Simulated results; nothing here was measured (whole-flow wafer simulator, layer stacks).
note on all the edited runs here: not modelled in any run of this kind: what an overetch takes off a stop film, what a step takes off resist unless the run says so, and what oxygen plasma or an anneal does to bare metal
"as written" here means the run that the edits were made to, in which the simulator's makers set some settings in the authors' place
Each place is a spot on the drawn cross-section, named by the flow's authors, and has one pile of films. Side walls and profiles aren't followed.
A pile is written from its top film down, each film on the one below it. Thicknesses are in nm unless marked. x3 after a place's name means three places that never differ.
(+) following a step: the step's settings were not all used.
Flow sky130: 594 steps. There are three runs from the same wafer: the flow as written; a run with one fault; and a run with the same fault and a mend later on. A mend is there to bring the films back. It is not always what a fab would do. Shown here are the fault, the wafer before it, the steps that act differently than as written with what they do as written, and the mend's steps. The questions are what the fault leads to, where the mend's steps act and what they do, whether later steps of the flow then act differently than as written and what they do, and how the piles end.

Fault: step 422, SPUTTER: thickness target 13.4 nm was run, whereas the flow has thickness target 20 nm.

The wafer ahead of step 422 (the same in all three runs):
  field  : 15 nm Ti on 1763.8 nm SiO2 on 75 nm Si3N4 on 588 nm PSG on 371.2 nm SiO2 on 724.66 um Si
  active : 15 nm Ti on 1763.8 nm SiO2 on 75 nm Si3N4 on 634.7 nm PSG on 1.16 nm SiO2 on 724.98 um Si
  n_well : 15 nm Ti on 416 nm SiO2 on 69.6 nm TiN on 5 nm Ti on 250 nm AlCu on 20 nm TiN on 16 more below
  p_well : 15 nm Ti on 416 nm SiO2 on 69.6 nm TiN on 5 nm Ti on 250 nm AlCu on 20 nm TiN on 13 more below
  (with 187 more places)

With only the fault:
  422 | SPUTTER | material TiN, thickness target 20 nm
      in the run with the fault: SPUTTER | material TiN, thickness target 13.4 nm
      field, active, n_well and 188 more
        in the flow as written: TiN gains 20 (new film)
        in the run with the fault: TiN gains 13.4 (new film)
  Steps further on in the flow that do not act as written (16 more steps, not shown, differ only slightly: by at most 2% or 0.5 nm, whichever is larger):
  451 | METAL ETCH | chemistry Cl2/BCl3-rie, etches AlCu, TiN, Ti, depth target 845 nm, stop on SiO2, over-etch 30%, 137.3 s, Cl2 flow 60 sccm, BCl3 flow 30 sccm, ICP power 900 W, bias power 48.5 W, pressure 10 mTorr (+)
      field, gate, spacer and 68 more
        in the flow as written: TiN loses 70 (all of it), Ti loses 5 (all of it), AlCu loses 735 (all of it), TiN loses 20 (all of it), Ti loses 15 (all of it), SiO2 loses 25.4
        in the run with the fault: TiN loses 70 (all of it), Ti loses 5 (all of it), AlCu loses 735 (all of it), TiN loses 13.4 (all of it), Ti loses 15 (all of it), SiO2 loses 26
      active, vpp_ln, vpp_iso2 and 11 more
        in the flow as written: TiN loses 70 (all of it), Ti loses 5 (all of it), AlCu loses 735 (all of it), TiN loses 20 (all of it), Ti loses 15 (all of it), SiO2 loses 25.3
        in the run with the fault: TiN loses 70 (all of it), Ti loses 5 (all of it), AlCu loses 735 (all of it), TiN loses 13.4 (all of it), Ti loses 15 (all of it), SiO2 loses 26
  By the end, the piles at n_well, p_well, gate_hv and 104 more depart from the flow's by more than 2% or 0.5 nm, whichever is larger.
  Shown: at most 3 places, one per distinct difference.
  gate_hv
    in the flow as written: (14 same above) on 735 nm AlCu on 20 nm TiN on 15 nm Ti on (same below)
    in the run with the fault: (14 same above) on 735 nm AlCu on 13.4 nm TiN on 15 nm Ti on (same below)
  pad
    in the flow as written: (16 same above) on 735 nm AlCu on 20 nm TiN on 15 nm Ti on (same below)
    in the run with the fault: (16 same above) on 735 nm AlCu on 13.4 nm TiN on 15 nm Ti on (same below)
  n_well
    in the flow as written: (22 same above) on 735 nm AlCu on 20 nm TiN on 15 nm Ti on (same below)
    in the run with the fault: (22 same above) on 735 nm AlCu on 13.4 nm TiN on 15 nm Ti on (same below)

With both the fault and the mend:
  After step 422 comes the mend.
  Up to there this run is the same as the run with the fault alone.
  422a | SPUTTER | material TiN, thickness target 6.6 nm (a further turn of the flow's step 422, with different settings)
      field, active, n_well and 188 more
        TiN gains 6.6
  Every later step of the flow that is run acts as written at every place that is followed.
  At every place that both follow, the piles at the end match the flow's.
